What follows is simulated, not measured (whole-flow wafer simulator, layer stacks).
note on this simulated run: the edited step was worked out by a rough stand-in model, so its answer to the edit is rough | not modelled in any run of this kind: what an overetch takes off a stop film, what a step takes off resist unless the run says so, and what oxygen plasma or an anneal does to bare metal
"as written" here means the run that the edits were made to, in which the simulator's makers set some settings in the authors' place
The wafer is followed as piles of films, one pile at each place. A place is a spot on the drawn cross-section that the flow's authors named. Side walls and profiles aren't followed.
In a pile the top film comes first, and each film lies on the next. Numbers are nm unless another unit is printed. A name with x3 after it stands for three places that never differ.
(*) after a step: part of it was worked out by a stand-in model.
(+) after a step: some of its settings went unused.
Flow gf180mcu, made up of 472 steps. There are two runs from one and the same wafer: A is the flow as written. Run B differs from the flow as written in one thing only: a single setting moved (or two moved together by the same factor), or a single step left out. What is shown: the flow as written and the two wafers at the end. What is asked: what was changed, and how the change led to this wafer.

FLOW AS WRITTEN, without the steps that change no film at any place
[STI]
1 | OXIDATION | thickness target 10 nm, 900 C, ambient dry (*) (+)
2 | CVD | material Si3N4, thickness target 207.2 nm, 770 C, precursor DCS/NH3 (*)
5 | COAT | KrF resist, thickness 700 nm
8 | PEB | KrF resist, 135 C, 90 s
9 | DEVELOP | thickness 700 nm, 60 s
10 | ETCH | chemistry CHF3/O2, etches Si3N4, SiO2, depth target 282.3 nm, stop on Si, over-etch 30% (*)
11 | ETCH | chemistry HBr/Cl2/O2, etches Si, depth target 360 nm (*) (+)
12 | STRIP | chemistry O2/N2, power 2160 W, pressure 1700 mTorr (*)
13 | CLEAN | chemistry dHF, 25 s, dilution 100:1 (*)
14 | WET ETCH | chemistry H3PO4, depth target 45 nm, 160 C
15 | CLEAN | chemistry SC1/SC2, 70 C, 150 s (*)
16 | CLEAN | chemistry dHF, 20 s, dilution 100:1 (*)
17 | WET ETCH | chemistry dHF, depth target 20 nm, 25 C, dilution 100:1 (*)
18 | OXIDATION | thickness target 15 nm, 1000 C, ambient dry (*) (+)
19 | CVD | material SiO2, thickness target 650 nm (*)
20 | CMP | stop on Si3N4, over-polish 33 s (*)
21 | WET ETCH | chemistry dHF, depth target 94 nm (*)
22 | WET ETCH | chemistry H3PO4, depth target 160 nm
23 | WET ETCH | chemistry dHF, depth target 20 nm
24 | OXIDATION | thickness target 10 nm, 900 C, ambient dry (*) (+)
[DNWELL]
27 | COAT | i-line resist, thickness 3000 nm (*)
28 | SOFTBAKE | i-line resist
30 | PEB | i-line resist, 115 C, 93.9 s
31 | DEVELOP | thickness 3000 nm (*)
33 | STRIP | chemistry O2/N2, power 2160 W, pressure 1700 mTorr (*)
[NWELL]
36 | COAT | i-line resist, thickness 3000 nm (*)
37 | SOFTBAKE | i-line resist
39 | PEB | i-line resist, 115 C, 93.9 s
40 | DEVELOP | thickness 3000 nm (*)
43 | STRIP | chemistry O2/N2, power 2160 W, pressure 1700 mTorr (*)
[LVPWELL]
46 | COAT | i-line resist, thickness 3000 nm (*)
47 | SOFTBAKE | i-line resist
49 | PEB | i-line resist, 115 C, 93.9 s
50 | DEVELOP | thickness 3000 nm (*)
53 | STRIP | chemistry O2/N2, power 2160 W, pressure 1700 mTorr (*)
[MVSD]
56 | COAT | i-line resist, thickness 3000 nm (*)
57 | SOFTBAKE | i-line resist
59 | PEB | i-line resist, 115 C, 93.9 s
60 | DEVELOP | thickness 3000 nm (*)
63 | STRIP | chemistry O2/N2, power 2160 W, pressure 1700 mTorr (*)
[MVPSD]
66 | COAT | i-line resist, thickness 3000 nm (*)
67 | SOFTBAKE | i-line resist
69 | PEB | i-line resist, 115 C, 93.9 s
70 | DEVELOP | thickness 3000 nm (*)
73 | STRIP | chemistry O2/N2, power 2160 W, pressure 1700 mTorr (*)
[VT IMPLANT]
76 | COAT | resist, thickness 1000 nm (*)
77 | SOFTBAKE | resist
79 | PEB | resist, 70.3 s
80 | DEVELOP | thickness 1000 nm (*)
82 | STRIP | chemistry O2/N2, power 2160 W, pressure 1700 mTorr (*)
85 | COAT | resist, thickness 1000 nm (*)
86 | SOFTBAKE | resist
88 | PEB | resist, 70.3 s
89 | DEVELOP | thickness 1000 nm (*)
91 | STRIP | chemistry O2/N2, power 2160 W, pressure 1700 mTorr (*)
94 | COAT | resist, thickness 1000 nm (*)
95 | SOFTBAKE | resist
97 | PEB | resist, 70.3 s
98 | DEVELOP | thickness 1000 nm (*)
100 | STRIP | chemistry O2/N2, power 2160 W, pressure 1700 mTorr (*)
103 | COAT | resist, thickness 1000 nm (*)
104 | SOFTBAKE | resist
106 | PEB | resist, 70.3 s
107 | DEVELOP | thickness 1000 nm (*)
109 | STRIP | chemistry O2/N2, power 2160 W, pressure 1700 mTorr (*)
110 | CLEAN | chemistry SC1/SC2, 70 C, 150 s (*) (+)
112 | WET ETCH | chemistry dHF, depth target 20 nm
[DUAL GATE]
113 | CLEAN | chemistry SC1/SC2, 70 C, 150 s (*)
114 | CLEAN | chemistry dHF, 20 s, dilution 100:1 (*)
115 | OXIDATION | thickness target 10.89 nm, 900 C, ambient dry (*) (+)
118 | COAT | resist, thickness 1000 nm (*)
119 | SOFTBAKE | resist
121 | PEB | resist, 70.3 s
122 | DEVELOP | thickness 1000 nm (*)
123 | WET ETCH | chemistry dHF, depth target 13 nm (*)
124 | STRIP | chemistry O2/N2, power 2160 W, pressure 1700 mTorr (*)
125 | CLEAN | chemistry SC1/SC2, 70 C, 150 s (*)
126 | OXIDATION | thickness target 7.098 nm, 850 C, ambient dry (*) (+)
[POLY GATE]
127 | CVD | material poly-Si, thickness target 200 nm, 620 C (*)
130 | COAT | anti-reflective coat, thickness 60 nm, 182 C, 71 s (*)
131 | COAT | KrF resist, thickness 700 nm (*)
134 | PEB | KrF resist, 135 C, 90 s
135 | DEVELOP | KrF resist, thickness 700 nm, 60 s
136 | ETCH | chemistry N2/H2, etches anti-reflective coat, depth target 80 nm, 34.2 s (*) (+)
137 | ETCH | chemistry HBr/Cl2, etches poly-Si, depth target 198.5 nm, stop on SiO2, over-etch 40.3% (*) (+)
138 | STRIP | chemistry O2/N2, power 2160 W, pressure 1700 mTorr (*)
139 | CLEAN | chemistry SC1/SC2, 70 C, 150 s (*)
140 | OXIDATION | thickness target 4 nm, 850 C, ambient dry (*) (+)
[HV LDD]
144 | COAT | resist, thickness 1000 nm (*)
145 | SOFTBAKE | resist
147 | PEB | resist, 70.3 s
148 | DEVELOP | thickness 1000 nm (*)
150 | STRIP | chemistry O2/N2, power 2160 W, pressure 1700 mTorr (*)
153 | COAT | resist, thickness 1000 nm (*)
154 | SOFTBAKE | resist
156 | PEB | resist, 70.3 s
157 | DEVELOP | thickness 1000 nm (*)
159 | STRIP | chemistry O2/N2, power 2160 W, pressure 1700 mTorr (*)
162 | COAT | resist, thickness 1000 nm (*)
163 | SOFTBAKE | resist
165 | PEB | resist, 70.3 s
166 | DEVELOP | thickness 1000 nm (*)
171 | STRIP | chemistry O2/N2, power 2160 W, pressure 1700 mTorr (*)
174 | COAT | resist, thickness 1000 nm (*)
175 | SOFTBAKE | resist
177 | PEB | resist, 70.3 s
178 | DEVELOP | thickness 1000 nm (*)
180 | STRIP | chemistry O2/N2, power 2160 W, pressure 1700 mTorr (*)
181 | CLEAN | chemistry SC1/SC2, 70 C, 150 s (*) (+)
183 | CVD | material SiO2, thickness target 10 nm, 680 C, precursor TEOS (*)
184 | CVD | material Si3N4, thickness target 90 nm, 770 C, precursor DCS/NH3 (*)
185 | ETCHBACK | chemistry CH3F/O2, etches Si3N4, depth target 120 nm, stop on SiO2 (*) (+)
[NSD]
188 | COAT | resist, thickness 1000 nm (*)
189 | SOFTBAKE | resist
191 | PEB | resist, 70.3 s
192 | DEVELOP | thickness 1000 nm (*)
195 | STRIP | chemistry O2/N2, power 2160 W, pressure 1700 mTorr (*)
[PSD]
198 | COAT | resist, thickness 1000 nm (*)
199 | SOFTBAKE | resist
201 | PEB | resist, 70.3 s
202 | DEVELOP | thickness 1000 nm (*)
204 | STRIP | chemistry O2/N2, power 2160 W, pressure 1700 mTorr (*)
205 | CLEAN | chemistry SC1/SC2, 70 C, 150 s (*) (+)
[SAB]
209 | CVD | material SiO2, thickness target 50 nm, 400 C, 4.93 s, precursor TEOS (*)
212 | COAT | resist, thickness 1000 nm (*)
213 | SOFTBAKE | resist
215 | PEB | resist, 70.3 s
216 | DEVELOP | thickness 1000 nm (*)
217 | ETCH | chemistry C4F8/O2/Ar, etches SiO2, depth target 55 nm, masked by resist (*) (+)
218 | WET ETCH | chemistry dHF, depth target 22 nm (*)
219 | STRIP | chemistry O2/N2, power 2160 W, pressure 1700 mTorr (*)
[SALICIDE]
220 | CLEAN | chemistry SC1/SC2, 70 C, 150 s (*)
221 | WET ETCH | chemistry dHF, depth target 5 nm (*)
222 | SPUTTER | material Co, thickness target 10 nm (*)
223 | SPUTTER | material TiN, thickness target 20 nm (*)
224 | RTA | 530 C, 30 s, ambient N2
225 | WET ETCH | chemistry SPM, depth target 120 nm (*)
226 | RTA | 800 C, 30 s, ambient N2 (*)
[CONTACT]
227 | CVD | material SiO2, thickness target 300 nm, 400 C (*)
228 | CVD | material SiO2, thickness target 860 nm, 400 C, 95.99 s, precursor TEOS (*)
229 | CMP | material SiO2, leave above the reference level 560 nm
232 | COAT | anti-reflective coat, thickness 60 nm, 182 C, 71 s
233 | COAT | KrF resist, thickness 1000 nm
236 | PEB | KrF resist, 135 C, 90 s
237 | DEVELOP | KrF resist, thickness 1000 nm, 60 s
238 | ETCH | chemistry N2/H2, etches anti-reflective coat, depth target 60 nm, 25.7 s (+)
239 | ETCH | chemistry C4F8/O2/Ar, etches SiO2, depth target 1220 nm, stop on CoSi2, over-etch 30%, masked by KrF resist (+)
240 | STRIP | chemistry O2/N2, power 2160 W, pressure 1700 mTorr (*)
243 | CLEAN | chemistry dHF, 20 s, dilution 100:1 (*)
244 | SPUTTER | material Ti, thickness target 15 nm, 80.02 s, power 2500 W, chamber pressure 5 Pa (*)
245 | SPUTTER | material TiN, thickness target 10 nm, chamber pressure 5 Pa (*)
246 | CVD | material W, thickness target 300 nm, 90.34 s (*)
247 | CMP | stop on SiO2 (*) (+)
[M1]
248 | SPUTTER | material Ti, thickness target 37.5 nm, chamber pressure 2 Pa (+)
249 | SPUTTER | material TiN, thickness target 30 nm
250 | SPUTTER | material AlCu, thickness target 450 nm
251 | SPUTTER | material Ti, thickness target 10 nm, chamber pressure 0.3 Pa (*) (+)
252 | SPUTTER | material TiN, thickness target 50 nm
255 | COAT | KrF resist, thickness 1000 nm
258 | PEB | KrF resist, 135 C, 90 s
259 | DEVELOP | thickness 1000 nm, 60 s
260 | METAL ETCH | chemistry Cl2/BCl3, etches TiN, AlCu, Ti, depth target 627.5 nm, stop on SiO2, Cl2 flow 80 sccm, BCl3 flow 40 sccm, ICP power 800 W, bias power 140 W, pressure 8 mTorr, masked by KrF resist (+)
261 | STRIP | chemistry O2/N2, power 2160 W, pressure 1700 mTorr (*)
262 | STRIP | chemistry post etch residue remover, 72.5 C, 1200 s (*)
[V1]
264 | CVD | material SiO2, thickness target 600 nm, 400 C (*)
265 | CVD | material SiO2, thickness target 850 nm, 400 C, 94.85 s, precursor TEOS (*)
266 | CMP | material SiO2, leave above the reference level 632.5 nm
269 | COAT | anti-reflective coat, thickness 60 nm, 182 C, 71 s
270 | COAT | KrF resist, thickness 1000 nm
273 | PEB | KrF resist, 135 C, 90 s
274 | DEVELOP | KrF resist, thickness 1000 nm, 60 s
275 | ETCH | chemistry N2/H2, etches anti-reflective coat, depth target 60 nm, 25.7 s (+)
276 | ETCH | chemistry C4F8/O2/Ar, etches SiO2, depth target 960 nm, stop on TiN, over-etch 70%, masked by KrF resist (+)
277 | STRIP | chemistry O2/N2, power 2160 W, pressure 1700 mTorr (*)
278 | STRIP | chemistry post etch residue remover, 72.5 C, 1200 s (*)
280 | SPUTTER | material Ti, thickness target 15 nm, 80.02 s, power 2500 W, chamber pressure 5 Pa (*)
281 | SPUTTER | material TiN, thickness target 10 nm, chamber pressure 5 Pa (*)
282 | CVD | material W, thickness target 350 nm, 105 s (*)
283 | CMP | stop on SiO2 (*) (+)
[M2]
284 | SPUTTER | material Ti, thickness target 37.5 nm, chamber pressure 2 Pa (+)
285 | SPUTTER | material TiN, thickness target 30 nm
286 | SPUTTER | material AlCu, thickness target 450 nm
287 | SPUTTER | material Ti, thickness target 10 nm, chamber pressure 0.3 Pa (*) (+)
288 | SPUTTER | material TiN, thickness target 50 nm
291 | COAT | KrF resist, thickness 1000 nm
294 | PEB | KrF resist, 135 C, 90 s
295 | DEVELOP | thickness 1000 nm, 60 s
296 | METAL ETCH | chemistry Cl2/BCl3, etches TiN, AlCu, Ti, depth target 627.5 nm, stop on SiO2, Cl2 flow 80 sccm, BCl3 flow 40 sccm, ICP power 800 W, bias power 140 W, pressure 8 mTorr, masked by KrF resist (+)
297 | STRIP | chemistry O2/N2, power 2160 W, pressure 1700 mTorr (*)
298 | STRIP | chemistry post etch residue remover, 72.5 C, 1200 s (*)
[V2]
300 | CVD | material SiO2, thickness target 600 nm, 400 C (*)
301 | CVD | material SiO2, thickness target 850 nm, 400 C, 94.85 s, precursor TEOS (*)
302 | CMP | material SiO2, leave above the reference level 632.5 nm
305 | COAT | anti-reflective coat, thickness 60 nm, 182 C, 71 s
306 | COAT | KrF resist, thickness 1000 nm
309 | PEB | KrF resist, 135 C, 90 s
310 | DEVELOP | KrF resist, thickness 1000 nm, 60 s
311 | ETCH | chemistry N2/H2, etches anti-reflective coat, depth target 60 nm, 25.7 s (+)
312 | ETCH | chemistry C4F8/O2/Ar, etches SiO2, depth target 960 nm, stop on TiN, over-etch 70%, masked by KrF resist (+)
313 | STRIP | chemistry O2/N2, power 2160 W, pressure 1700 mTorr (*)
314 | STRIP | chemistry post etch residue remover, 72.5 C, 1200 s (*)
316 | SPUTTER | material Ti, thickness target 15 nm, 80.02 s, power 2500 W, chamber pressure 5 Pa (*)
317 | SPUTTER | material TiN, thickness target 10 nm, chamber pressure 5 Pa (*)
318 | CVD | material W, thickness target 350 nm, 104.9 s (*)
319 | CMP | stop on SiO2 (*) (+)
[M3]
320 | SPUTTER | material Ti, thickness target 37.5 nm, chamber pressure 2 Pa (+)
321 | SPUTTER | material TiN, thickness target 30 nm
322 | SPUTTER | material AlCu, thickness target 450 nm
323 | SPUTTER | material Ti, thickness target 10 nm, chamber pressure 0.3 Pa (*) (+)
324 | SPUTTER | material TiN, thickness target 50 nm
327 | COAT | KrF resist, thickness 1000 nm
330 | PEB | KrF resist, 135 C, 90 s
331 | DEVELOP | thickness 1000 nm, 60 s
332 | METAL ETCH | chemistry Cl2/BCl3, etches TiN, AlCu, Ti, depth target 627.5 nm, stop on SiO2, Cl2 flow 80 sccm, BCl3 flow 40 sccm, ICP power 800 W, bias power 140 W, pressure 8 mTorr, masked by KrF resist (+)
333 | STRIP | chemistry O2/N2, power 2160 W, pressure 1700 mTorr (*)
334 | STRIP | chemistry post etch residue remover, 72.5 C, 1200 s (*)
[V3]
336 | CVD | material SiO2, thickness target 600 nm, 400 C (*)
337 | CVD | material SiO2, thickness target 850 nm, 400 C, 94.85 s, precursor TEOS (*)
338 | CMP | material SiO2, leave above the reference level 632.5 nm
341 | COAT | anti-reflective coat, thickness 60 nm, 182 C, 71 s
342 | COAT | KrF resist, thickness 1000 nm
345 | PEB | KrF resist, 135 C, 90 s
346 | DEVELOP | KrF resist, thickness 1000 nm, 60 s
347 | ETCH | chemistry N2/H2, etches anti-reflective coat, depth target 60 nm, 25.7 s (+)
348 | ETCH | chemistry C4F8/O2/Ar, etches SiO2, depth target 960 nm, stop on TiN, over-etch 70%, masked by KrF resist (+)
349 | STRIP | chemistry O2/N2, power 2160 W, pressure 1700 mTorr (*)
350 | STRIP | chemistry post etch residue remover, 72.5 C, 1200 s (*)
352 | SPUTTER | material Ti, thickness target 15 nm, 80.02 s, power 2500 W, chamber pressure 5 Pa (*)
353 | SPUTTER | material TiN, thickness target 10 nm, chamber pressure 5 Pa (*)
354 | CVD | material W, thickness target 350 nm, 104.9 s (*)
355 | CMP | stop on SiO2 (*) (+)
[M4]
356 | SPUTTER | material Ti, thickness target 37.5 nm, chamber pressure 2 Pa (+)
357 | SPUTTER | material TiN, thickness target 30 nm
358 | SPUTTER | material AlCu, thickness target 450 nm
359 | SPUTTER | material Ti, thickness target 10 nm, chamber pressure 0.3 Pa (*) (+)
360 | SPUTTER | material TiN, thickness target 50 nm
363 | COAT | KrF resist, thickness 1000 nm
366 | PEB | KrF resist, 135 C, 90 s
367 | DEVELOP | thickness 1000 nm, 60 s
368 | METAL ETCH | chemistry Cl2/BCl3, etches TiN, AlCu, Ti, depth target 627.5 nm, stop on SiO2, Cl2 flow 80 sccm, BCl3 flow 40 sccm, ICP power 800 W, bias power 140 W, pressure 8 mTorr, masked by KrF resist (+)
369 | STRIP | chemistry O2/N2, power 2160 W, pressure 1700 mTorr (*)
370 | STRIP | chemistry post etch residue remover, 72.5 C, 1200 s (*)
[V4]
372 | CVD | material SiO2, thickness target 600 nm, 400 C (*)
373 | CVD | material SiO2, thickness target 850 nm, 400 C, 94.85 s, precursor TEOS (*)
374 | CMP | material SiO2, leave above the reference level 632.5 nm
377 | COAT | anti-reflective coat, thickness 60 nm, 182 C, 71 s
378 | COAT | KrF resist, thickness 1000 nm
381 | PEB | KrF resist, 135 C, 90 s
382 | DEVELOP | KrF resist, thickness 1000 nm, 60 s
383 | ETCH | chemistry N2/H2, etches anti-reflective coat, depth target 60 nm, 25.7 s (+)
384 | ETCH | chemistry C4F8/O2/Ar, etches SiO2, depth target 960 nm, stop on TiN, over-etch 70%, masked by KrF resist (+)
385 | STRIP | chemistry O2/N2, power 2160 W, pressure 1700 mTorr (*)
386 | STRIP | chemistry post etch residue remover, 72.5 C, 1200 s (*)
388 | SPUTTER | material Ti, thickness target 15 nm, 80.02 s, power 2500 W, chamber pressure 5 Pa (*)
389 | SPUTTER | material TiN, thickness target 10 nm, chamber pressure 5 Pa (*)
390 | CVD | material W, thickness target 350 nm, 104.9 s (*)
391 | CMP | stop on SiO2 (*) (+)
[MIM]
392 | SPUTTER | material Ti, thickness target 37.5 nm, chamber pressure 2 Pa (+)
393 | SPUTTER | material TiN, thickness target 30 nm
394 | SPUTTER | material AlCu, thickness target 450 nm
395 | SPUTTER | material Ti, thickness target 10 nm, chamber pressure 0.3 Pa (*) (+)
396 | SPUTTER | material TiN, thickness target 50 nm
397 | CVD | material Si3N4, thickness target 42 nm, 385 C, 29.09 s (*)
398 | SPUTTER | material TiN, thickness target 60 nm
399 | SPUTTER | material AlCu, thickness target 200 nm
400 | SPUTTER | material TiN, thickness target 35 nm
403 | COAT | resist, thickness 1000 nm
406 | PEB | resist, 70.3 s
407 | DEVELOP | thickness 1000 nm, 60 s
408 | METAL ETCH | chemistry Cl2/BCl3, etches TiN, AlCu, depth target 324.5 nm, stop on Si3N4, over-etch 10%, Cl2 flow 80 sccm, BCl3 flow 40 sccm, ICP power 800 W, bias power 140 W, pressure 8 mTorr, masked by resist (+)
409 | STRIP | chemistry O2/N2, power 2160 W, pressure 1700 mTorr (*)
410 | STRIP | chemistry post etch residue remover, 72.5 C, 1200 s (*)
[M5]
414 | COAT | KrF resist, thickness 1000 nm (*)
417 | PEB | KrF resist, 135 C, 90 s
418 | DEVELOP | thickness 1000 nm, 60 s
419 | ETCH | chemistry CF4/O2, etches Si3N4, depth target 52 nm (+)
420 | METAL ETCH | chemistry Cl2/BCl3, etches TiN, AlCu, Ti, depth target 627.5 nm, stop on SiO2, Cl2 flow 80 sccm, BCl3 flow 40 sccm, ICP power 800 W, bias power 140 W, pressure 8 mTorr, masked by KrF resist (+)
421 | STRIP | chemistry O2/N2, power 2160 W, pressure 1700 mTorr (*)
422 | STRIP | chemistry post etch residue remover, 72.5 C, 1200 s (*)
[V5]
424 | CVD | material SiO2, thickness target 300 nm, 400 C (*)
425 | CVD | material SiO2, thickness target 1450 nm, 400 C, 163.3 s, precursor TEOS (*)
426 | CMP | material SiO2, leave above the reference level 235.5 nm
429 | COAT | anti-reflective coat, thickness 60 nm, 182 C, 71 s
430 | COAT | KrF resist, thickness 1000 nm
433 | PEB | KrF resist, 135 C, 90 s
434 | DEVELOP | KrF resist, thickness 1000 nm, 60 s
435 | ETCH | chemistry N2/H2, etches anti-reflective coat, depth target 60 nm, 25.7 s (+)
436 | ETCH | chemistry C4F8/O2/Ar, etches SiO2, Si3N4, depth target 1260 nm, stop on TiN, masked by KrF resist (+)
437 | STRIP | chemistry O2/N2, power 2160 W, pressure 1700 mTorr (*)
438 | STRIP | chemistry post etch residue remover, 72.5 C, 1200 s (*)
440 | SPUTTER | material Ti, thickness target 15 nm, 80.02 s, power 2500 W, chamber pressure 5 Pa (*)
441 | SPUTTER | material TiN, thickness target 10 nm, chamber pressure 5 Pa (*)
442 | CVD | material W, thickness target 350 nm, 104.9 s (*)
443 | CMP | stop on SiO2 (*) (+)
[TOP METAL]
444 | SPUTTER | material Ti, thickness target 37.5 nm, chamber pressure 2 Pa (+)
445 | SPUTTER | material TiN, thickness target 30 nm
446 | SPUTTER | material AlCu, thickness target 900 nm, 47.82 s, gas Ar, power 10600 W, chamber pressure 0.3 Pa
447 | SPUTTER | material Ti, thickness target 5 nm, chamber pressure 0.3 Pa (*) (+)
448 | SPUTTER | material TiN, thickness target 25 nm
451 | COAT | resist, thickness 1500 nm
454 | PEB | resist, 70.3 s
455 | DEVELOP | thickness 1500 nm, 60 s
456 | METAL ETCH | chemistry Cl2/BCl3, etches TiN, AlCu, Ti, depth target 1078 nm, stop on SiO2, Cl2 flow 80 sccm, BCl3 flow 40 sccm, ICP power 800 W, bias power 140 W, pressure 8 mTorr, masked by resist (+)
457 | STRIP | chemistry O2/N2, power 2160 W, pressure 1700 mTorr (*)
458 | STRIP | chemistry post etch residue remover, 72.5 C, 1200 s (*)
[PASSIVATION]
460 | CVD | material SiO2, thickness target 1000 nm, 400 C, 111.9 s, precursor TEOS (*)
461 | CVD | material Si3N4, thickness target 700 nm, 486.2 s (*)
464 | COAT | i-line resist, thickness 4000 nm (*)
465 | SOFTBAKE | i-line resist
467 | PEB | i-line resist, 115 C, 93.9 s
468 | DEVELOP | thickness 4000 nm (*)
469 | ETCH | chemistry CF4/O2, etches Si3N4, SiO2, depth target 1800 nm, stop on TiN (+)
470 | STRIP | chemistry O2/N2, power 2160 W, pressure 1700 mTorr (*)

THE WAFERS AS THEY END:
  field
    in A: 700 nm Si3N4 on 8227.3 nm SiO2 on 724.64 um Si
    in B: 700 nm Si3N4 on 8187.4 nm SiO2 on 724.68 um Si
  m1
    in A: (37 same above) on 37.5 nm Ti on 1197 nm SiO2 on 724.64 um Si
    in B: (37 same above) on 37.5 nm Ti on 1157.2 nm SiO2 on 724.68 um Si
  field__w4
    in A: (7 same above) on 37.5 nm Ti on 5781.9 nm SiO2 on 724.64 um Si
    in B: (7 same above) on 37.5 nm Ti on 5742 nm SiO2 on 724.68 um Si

Cause: step 11, ETCH: depth target 320 nm was run, while the flow as written has depth target 360 nm.

Step by step, how the change led to this:
  11 | ETCH | chemistry HBr/Cl2/O2, etches Si, depth target 360 nm (*) (+)
      active, n_well, p_well and 40 more: A -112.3 KrF resist | B -99 KrF resist
      field, field_sub, sti and 34 more: A -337 Si | B -297 Si
  12 | STRIP | chemistry O2/N2, power 2160 W, pressure 1700 mTorr (*)
      active, n_well, p_well and 40 more: A -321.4 KrF resist (all of it) | B -334.7 KrF resist (all of it)
  19 | CVD | material SiO2, thickness target 650 nm (*)
      m1, ld_fp_n, ld_drift_n and 8 more: A +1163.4 SiO2 | B +1123.4 SiO2
  20 | CMP | stop on Si3N4, over-polish 33 s (*)
      sti, mim_1p0, pad and 11 more: A -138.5 SiO2 | B -178.5 SiO2
      nw_enc_fld, nw_enc_fld_lv: A -142.5 SiO2 | B -182.5 SiO2
      (also at 10 further places)
